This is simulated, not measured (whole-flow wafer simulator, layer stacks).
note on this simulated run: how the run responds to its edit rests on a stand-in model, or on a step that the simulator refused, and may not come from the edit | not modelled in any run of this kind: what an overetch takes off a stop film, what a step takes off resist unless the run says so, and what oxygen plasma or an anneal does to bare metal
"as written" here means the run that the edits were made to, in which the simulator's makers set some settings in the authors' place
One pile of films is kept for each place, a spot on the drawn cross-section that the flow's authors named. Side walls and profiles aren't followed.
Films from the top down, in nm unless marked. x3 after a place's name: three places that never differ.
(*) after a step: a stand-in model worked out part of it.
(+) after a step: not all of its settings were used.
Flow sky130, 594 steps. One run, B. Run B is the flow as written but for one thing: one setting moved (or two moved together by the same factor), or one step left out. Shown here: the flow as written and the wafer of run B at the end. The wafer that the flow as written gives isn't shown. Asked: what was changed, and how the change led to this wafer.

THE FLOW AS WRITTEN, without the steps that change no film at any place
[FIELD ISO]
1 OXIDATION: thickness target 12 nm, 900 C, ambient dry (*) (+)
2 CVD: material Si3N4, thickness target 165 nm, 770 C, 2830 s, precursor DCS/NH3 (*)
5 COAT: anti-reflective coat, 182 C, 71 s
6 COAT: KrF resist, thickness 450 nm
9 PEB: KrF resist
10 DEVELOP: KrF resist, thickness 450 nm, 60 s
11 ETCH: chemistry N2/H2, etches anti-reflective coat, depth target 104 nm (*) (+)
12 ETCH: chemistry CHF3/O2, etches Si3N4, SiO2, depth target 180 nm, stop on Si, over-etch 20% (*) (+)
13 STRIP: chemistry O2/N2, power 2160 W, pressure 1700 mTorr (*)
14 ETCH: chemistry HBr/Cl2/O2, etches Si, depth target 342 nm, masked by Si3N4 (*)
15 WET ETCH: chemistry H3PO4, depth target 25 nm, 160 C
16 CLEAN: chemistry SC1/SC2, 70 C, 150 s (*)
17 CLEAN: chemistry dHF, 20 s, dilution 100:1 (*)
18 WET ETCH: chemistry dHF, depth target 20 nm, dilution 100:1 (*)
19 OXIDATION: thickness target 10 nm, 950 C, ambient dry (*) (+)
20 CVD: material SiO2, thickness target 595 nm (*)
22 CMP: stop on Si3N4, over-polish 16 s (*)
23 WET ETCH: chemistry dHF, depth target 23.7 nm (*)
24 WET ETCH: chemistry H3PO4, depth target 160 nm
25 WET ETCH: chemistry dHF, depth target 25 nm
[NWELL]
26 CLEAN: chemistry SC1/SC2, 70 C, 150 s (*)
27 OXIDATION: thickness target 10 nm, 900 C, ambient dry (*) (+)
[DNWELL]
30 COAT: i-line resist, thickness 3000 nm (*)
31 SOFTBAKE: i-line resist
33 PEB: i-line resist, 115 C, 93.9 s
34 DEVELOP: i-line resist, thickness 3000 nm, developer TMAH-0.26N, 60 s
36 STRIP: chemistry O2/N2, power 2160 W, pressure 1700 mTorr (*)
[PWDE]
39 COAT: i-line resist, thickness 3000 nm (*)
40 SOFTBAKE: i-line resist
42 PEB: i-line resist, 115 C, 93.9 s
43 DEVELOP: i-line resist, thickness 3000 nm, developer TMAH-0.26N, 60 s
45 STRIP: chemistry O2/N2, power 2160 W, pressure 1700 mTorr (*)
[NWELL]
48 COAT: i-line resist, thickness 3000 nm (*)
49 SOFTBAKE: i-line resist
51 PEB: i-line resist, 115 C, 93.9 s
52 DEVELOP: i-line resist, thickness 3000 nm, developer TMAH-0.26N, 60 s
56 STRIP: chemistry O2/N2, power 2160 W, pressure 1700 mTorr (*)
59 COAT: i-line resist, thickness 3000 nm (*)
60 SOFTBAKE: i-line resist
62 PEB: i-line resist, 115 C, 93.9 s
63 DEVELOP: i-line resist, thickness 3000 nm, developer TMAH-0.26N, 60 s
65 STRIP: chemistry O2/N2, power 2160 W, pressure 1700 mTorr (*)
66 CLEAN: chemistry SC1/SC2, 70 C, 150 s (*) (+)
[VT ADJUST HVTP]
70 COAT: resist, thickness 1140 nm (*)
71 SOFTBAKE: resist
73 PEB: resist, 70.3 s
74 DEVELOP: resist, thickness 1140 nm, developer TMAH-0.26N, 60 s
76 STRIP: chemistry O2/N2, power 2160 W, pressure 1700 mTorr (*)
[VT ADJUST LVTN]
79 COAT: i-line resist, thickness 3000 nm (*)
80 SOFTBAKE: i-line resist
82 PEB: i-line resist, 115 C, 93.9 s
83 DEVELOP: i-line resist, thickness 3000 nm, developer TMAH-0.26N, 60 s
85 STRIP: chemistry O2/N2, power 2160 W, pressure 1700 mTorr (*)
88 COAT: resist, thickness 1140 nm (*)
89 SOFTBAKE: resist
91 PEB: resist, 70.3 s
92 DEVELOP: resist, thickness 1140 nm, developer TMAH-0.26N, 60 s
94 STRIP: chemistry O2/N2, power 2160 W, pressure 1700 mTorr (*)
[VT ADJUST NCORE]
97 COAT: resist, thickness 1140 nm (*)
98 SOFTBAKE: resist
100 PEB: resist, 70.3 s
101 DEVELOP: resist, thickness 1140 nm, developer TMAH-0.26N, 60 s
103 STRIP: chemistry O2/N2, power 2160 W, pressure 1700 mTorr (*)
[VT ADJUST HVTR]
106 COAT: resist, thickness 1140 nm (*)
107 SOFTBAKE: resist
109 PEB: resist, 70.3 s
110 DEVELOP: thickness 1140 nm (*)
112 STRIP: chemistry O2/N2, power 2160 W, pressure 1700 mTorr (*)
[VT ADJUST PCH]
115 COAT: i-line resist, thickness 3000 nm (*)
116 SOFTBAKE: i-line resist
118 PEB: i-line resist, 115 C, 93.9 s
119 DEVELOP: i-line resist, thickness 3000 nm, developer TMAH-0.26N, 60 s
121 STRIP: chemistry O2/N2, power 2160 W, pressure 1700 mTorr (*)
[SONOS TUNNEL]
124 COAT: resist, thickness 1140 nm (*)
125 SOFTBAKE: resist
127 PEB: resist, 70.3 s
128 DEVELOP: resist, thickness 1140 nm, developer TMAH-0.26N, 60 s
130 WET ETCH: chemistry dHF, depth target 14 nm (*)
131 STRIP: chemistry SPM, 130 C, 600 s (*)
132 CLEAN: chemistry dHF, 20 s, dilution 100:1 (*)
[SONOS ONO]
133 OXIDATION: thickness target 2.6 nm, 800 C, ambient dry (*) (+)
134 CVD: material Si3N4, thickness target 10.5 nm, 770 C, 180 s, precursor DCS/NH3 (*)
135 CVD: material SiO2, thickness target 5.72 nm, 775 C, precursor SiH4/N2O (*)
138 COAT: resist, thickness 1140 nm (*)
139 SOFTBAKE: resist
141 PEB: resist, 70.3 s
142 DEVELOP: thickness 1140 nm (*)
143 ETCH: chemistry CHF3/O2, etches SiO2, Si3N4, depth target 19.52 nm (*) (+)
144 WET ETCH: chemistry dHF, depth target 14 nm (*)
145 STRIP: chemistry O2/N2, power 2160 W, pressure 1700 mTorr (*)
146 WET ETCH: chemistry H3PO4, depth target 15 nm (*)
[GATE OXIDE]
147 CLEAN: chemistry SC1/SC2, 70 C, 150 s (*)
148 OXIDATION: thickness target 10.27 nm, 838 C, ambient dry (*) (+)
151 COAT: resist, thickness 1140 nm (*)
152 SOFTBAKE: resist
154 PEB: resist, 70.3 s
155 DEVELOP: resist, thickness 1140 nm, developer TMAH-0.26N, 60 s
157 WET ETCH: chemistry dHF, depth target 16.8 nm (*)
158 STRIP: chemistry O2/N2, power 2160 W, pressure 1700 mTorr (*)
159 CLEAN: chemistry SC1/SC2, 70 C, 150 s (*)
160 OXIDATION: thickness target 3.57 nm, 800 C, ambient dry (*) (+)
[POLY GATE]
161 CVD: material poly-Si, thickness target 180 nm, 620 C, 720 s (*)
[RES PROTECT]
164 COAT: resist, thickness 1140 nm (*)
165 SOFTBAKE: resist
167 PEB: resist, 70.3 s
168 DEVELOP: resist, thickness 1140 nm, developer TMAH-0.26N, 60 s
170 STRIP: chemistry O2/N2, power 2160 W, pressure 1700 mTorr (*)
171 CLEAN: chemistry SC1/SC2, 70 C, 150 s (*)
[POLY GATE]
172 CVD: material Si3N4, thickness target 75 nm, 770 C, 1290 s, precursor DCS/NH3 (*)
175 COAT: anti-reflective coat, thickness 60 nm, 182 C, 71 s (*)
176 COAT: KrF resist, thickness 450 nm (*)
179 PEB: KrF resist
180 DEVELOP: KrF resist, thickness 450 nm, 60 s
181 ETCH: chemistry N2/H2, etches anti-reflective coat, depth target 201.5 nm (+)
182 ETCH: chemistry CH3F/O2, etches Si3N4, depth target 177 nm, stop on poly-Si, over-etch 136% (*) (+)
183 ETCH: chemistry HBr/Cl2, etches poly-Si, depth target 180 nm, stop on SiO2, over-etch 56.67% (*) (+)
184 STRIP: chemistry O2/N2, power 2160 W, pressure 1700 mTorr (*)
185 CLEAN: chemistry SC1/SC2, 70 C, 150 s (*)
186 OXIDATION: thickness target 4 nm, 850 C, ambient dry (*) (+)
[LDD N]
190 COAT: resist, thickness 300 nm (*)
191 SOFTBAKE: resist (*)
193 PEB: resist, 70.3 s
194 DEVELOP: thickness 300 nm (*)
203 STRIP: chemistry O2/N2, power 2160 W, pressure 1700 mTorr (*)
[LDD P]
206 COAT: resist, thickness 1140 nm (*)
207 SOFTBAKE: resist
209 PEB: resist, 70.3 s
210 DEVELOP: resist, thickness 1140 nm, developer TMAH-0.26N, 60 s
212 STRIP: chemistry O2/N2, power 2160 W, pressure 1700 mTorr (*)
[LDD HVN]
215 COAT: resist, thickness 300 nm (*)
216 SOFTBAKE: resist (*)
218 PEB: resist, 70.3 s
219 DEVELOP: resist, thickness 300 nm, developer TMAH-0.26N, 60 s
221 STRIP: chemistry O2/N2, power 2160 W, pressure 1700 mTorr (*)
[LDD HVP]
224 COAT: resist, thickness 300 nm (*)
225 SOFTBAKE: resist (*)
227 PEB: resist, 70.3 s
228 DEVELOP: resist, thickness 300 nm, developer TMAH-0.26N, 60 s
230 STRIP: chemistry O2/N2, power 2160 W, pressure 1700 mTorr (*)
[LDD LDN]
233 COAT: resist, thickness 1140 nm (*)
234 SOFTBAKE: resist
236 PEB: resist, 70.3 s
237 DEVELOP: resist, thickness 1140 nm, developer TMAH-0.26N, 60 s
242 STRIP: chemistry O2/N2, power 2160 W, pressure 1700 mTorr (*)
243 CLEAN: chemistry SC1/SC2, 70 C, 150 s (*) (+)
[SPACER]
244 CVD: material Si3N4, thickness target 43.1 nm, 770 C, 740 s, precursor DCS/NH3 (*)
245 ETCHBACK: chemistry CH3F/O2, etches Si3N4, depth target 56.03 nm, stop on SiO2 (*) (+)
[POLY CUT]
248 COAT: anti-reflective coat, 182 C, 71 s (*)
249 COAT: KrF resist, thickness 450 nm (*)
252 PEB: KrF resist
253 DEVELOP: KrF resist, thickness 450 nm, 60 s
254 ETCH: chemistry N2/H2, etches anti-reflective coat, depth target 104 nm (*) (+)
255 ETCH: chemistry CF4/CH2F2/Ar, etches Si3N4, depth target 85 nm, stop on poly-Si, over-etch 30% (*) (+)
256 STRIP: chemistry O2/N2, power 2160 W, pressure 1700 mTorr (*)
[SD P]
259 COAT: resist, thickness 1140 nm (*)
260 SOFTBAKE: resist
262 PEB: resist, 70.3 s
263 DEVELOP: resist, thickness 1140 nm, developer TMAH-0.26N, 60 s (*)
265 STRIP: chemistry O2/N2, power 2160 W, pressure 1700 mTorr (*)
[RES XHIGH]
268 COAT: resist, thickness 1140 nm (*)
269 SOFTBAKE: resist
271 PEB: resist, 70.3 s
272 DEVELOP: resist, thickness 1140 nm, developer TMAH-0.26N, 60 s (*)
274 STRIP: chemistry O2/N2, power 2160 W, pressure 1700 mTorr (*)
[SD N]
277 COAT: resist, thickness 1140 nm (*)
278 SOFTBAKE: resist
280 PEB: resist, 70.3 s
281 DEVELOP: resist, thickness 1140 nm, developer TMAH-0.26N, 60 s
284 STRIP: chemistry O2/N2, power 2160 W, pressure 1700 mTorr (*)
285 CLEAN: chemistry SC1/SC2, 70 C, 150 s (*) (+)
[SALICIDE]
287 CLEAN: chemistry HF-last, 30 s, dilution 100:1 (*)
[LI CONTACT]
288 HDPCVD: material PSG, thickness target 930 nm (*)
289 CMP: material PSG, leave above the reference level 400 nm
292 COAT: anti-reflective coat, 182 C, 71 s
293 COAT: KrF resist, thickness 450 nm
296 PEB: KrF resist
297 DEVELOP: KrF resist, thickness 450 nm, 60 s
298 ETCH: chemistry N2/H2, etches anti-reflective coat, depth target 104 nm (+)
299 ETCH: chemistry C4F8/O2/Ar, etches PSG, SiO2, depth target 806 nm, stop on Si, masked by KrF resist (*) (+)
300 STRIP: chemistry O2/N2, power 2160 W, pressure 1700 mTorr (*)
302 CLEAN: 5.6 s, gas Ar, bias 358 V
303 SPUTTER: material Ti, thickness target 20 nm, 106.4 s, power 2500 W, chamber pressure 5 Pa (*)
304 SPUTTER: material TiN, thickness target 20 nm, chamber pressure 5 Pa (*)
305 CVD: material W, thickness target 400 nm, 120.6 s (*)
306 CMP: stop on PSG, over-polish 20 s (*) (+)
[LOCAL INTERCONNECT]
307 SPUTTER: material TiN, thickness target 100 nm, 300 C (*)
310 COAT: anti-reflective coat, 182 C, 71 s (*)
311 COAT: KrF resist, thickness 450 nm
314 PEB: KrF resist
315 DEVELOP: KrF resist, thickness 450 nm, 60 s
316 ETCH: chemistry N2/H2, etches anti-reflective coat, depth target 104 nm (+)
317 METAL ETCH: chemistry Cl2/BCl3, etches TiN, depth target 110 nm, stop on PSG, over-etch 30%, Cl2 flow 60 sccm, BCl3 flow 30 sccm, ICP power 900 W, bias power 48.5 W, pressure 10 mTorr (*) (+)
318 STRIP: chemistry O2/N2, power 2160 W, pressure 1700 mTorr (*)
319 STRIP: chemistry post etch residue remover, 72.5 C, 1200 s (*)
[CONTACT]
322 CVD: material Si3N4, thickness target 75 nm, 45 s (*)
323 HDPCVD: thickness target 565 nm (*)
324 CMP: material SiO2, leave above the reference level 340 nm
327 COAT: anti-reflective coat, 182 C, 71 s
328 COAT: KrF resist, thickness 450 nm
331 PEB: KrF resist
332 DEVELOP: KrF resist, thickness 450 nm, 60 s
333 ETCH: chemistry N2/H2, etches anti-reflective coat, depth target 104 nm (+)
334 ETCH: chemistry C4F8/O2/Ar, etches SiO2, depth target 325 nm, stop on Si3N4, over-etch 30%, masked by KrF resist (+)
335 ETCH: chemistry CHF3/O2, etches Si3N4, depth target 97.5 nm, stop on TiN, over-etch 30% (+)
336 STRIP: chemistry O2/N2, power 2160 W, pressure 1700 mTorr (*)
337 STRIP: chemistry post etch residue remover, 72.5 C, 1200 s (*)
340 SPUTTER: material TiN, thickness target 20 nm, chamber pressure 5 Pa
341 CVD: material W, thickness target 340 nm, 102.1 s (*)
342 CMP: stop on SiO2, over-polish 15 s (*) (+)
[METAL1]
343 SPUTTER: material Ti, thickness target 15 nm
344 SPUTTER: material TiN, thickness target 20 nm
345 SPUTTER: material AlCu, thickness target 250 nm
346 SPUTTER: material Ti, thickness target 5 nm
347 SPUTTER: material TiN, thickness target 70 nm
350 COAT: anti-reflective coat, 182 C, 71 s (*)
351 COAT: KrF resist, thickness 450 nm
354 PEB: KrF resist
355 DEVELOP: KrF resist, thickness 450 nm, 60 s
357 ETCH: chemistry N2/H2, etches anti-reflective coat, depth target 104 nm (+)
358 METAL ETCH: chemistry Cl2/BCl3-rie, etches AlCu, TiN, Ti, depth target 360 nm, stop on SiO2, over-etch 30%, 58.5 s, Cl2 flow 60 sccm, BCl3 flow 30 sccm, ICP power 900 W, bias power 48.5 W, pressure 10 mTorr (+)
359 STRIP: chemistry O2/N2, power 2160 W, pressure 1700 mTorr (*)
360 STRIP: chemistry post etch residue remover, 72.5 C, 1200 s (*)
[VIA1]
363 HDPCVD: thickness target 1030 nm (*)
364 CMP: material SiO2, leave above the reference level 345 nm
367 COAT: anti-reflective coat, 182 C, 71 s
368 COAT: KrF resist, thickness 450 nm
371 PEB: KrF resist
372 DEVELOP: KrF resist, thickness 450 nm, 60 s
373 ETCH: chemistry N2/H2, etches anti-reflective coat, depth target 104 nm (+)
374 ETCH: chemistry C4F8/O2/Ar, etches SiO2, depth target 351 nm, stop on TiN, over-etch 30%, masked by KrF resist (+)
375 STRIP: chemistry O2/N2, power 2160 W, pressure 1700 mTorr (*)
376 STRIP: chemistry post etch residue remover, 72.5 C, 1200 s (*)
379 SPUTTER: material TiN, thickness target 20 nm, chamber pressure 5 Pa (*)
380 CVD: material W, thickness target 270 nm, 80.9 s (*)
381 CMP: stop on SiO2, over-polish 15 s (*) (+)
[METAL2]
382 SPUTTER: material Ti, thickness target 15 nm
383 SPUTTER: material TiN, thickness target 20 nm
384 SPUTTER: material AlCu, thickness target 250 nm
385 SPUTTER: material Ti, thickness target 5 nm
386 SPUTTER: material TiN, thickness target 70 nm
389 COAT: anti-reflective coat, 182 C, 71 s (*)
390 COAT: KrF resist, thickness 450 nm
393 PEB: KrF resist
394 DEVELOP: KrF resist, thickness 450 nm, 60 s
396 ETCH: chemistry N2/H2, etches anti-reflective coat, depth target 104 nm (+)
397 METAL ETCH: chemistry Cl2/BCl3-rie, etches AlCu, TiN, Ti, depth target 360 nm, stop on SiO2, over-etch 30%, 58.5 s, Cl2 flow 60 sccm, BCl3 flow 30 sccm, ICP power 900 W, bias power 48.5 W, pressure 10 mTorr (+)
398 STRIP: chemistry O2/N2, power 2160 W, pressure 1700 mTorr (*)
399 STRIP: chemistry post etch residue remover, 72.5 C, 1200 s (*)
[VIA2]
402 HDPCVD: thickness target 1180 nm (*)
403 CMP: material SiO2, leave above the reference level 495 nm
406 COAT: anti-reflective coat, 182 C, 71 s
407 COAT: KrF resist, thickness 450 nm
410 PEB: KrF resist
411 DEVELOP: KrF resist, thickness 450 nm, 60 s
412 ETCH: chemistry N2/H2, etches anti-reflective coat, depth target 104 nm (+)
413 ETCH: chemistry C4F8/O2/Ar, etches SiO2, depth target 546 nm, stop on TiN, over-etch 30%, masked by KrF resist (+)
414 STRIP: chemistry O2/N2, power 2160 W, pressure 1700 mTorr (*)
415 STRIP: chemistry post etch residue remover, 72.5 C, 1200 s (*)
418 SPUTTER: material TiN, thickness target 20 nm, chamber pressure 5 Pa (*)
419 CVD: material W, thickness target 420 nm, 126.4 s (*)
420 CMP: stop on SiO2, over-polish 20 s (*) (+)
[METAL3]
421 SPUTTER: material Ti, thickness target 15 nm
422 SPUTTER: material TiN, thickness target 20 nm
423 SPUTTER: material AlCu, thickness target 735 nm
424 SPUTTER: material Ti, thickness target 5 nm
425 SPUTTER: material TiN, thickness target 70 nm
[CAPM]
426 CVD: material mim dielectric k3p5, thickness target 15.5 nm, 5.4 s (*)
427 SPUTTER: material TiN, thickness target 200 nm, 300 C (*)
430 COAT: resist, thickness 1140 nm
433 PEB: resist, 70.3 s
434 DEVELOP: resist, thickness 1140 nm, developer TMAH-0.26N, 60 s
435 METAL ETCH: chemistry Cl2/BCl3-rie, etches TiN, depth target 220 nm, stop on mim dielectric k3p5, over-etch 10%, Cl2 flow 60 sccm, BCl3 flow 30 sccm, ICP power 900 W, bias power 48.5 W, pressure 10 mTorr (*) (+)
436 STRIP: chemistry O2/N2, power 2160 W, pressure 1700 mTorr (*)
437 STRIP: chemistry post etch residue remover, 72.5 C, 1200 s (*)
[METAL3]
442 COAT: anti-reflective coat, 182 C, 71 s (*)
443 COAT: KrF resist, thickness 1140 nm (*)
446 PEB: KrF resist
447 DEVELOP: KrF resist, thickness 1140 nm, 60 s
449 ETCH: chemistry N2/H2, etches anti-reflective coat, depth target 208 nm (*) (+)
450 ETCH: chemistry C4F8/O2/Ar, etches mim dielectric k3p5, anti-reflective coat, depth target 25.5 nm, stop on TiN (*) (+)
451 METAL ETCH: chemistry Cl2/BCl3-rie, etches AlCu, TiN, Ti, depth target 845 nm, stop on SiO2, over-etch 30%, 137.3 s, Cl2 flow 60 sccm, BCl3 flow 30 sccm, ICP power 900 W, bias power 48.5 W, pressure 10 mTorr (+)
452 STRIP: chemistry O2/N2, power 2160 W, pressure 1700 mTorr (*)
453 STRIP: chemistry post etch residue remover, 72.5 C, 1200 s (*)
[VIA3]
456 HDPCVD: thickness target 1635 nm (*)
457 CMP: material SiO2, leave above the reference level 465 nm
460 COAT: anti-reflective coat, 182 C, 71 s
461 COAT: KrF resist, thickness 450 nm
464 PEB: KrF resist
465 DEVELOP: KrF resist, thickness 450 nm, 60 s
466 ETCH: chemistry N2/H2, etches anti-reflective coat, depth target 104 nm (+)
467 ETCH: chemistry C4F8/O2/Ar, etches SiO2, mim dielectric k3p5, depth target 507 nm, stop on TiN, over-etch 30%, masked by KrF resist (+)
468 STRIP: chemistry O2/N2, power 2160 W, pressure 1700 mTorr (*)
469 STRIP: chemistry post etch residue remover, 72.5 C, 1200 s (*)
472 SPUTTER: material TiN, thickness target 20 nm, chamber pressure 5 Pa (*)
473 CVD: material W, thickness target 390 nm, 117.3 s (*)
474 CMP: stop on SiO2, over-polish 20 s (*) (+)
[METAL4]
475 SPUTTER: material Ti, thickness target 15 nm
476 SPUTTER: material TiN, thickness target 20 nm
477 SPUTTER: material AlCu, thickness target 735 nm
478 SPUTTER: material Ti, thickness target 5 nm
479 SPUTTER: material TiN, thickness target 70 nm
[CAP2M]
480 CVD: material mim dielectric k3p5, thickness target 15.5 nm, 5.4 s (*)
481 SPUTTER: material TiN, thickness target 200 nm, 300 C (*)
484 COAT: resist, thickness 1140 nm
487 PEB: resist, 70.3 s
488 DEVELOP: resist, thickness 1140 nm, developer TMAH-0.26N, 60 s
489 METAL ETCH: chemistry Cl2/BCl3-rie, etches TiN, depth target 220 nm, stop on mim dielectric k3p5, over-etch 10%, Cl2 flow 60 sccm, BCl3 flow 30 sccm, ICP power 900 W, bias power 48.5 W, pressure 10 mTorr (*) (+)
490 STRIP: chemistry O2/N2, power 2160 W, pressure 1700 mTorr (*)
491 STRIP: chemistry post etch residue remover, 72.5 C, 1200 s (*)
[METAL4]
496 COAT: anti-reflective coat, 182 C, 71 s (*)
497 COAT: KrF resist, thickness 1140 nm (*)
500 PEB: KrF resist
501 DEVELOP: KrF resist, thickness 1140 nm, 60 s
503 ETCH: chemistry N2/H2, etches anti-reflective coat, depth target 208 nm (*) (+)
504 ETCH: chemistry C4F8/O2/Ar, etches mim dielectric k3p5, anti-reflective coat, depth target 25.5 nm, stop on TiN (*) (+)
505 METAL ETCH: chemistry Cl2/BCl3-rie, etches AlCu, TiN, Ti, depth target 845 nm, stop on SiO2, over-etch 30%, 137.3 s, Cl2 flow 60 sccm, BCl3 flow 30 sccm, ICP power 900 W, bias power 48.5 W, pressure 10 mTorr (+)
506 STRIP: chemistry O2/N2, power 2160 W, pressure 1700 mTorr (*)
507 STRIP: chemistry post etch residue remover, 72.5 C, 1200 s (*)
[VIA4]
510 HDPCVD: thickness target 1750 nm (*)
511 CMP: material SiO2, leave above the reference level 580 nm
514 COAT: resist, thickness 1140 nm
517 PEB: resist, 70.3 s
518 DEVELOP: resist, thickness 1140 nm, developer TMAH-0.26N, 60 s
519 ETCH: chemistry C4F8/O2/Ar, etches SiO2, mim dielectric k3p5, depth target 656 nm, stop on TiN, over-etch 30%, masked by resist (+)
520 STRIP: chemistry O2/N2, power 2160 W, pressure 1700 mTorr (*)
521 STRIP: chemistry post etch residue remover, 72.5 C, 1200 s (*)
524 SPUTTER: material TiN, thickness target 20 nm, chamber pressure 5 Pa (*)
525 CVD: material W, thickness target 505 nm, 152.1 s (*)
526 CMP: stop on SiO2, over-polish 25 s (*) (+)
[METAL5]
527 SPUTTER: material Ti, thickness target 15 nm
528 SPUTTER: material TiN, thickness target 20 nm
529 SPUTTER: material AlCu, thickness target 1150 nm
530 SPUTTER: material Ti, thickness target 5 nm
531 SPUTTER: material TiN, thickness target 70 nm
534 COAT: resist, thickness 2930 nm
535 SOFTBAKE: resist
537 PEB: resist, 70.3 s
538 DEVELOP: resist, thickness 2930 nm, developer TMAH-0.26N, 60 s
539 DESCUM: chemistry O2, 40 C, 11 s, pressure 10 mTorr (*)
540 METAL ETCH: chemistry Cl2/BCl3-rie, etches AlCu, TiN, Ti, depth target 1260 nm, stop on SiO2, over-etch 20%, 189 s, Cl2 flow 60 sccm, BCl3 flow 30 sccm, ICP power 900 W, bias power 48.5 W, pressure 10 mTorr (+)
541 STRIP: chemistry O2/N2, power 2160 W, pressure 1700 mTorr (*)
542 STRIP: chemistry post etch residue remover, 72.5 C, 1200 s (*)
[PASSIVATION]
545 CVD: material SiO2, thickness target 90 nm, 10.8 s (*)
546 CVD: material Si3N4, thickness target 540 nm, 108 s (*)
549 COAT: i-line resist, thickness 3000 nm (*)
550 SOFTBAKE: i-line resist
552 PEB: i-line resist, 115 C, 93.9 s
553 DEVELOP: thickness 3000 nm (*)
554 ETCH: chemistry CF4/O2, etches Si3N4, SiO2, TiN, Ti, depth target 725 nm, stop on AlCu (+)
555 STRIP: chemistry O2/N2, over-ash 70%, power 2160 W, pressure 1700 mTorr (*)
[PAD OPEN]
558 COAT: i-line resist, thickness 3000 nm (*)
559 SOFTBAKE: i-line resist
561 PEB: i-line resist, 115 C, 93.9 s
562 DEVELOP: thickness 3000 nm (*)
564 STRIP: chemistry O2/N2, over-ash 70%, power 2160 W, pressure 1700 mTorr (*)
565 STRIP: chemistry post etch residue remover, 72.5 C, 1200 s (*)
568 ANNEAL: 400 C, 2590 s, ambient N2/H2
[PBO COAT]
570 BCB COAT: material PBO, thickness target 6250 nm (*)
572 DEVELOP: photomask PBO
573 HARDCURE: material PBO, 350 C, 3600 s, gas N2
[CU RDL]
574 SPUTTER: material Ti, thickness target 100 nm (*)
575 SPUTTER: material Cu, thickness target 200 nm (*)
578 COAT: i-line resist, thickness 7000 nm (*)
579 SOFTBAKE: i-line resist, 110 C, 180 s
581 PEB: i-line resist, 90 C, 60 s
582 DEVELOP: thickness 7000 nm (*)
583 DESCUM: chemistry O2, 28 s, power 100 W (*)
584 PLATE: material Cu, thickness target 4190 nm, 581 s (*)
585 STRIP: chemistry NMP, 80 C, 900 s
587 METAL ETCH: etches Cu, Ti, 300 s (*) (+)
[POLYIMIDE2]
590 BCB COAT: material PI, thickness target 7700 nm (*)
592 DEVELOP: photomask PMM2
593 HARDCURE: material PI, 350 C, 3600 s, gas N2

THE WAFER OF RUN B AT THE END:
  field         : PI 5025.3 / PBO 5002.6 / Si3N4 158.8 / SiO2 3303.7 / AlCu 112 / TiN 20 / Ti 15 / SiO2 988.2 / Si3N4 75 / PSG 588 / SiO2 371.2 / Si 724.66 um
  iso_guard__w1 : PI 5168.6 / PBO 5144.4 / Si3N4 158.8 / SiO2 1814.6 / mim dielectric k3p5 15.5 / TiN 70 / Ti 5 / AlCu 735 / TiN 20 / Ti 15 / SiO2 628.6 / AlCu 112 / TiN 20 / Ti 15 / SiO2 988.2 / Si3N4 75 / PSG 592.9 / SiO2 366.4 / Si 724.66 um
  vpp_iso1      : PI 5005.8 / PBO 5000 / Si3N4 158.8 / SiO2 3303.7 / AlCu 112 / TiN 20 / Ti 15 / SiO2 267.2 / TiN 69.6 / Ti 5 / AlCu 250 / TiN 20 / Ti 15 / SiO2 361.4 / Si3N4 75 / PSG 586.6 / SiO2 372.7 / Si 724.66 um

The cause: step 397, METAL ETCH: depth target 158.4 nm was run, where the flow has depth target 360 nm; step 397, METAL ETCH: 25.7 s was run, where the flow has 58.5 s.

How the change led to this, step by step:
  397 METAL ETCH: chemistry Cl2/BCl3-rie, etches AlCu, TiN, Ti, depth target 360 nm, stop on SiO2, over-etch 30%, 58.5 s, Cl2 flow 60 sccm, BCl3 flow 30 sccm, ICP power 900 W, bias power 48.5 W, pressure 10 mTorr (+)
      field, active, gate and 82 more: TiN -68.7 (all of it), Ti -5 (all of it), AlCu -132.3 (as written it would be: TiN -68.7 (all of it), Ti -5 (all of it), AlCu -250 (all of it), TiN -20 (all of it), Ti -15 (all of it), SiO2 -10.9)
      n_well, p_well, gate_hv and 103 more: KrF resist -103 (as written it would be: KrF resist -234)
  398 STRIP: chemistry O2/N2, power 2160 W, pressure 1700 mTorr (*)
      gate_hv, mim, dice_street and 94 more: KrF resist -274.9 (all of it), anti-reflective coat -80 (all of it) (as written it would be: KrF resist -143.8 (all of it), anti-reflective coat -80 (all of it))
      n_well, p_well, sd_n, sd_p, pad, gate_p, vpp_tail: KrF resist -274.8 (all of it), anti-reflective coat -80 (all of it) (as written it would be: KrF resist -143.8 (all of it), anti-reflective coat -80 (all of it))
      (and at 2 more places)
  399 STRIP: chemistry post etch residue remover, 72.5 C, 1200 s (*)
      field, active, gate and 82 more: AlCu -5.72 (as written it would be: nothing)
  402 HDPCVD: thickness target 1180 nm (*)
      field, active, gate and 82 more: SiO2 +1180 (new film) (as written it would be: SiO2 +1180)
  403 CMP: material SiO2, leave above the reference level 495 nm
      field, active, gate and 82 more: SiO2 -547 (as written it would be: SiO2 -389.1)
Counting metal films that touch as one body, field has 1 body; the flow as written gives 0 bodies.
Counting metal films that touch as one body, iso_guard__w1 has 2 bodies (between them, from the top down: SiO2 628.6); the flow as written gives 1 body.
Counting metal films that touch as one body, vpp_iso1 has 2 bodies (between them, from the top down: SiO2 267.2); the flow as written gives 1 body.
